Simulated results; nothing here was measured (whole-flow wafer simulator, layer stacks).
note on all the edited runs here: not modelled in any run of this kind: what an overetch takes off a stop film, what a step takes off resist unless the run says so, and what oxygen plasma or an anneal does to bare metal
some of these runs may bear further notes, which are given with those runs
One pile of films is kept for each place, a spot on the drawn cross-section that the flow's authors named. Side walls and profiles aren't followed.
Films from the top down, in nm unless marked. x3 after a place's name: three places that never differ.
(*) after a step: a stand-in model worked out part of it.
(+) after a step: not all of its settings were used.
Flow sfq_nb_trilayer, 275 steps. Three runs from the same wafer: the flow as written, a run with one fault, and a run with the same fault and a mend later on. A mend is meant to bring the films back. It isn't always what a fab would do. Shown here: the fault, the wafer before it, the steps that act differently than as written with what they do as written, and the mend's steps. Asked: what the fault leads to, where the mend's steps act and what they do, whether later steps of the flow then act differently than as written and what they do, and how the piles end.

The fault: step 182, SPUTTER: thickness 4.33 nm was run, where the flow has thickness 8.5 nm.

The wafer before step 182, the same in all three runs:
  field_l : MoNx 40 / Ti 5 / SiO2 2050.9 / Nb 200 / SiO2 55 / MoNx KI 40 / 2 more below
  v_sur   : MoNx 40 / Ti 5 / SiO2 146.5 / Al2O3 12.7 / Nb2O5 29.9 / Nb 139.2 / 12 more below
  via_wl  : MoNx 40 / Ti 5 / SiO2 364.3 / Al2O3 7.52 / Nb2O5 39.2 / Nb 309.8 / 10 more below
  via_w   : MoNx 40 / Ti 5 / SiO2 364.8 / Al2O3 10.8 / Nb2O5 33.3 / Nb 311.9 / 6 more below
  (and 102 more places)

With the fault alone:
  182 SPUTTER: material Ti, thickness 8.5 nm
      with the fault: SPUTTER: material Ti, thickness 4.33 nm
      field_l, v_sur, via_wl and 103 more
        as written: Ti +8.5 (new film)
        with the fault: Ti +4.33 (new film)
  Later steps of the flow that act differently than as written (12 more steps differ only slightly, by at most 2% or 0.5 nm, whichever is larger, and aren't shown):
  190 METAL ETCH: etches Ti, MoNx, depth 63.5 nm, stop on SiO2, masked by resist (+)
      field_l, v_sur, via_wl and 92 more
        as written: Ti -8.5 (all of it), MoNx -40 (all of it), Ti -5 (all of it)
        with the fault: Ti -4.33 (all of it), MoNx -40 (all of it), Ti -5 (all of it)
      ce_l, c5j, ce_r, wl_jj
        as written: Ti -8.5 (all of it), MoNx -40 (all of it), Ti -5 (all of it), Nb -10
        with the fault: Ti -4.33 (all of it), MoNx -40 (all of it), Ti -5 (all of it), Nb -14.2
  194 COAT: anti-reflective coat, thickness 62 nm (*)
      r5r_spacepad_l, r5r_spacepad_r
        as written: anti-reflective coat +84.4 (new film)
        with the fault: anti-reflective coat +82.6 (new film)
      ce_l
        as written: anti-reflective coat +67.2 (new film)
        with the fault: anti-reflective coat +69 (new film)
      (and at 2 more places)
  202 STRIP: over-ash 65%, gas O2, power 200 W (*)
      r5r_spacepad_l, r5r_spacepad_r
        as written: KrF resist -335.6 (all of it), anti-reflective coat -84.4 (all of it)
        with the fault: KrF resist -335.5 (all of it), anti-reflective coat -82.6 (all of it)
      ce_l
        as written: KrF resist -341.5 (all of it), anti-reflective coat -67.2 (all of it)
        with the fault: KrF resist -342.6 (all of it), anti-reflective coat -69 (all of it)
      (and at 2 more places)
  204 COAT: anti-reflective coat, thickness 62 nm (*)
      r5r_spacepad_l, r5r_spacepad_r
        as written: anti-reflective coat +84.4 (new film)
        with the fault: anti-reflective coat +82.6 (new film)
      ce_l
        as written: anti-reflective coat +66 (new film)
        with the fault: anti-reflective coat +67.9 (new film)
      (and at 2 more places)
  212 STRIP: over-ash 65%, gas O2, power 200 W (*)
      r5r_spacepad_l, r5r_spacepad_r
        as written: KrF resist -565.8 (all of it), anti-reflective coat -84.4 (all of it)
        with the fault: KrF resist -565.3 (all of it), anti-reflective coat -82.6 (all of it)
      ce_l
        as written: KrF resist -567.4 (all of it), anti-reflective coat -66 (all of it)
        with the fault: KrF resist -568.2 (all of it), anti-reflective coat -67.9 (all of it)
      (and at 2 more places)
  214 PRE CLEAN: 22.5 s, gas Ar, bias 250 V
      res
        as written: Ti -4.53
        with the fault: Ti -4.33 (all of it), MoNx -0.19
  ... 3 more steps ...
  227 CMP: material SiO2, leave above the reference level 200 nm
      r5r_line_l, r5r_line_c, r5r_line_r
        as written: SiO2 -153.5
        with the fault: SiO2 -149.3
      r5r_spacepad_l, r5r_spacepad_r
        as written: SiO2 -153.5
        with the fault: SiO2 -146.8
  At the end the piles differ from the flow's by more than 2% or 0.5 nm, whichever is larger, at ce_l, ce_r, be_r and 7 more.
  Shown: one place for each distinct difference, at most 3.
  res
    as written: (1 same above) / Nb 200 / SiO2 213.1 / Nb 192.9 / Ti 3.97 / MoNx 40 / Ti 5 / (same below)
    with the fault: (1 same above) / Nb 200 / SiO2 217.3 / Nb 192.9 / MoNx 39.8 / Ti 5 / (same below)
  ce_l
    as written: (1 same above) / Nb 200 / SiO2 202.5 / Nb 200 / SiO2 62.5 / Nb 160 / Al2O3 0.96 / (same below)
    with the fault: (1 same above) / Nb 200 / SiO2 206.7 / Nb 200 / SiO2 62.5 / Nb 155.8 / Al2O3 0.96 / (same below)
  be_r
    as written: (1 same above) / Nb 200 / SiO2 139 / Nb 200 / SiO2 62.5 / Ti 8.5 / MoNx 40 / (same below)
    with the fault: (1 same above) / Nb 200 / SiO2 143.2 / Nb 200 / SiO2 62.5 / Ti 4.33 / MoNx 40 / (same below)

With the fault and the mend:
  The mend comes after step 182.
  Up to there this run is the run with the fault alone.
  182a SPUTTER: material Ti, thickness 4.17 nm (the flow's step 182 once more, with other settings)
      field_l, v_sur, via_wl and 103 more
        Ti +4.17
  No later step of the flow acts differently than as written at any place that is followed.
  At the end the piles are the same as the flow's at every place that both follow.
